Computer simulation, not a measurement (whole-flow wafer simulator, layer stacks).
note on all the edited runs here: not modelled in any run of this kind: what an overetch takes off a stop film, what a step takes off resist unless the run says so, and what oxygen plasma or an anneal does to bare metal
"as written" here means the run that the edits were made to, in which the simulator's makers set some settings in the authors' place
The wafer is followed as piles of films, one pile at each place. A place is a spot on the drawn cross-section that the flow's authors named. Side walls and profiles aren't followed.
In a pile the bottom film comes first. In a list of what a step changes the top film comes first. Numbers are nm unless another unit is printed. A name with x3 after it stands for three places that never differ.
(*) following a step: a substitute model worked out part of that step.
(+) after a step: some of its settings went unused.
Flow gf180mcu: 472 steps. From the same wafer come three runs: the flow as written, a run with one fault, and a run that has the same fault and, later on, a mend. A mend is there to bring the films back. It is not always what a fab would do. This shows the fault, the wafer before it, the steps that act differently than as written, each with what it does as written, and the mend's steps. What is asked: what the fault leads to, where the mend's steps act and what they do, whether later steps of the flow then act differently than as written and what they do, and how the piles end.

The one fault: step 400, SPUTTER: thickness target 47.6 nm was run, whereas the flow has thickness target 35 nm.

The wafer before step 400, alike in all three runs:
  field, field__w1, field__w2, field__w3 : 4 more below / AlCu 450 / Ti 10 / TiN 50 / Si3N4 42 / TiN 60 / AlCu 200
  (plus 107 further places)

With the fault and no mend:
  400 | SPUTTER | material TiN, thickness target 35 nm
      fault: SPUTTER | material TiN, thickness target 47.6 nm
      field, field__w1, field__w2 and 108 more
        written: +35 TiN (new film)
        fault: +47.6 TiN (new film)
  Steps further on in the flow that do not act as written (7 other steps are not shown; they differ only slightly, by no more than 2% or 0.5 nm, whichever is larger):
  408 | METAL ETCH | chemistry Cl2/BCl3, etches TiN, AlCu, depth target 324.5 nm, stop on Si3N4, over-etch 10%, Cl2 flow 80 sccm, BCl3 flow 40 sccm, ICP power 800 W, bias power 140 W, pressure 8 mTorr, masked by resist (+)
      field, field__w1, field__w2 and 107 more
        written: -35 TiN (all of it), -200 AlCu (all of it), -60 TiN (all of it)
        fault: -47.6 TiN (all of it), -200 AlCu (all of it), -60 TiN (all of it)
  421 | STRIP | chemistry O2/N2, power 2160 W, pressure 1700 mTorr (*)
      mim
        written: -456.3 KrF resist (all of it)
        fault: -446.9 KrF resist (all of it)
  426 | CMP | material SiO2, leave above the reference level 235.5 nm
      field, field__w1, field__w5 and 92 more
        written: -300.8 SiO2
        fault: -288.2 SiO2
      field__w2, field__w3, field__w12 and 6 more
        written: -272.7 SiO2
        fault: -260.1 SiO2
  By the end, the piles at mim depart from the flow's by more than 2% or 0.5 nm, whichever is larger.
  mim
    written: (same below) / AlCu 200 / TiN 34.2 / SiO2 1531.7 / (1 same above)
    fault: (same below) / AlCu 200 / TiN 46.8 / SiO2 1531.7 / (1 same above)

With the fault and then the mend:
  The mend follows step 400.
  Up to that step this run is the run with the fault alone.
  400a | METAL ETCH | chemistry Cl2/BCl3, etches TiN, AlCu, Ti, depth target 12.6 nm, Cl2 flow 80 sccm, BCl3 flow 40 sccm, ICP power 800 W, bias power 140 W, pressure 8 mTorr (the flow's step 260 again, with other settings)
      field, field__w1, field__w2 and 108 more
        -12.6 TiN
  Every later step of the flow that is run acts as written at every place that is followed.
  The piles end the same as the flow's at every place that both follow.
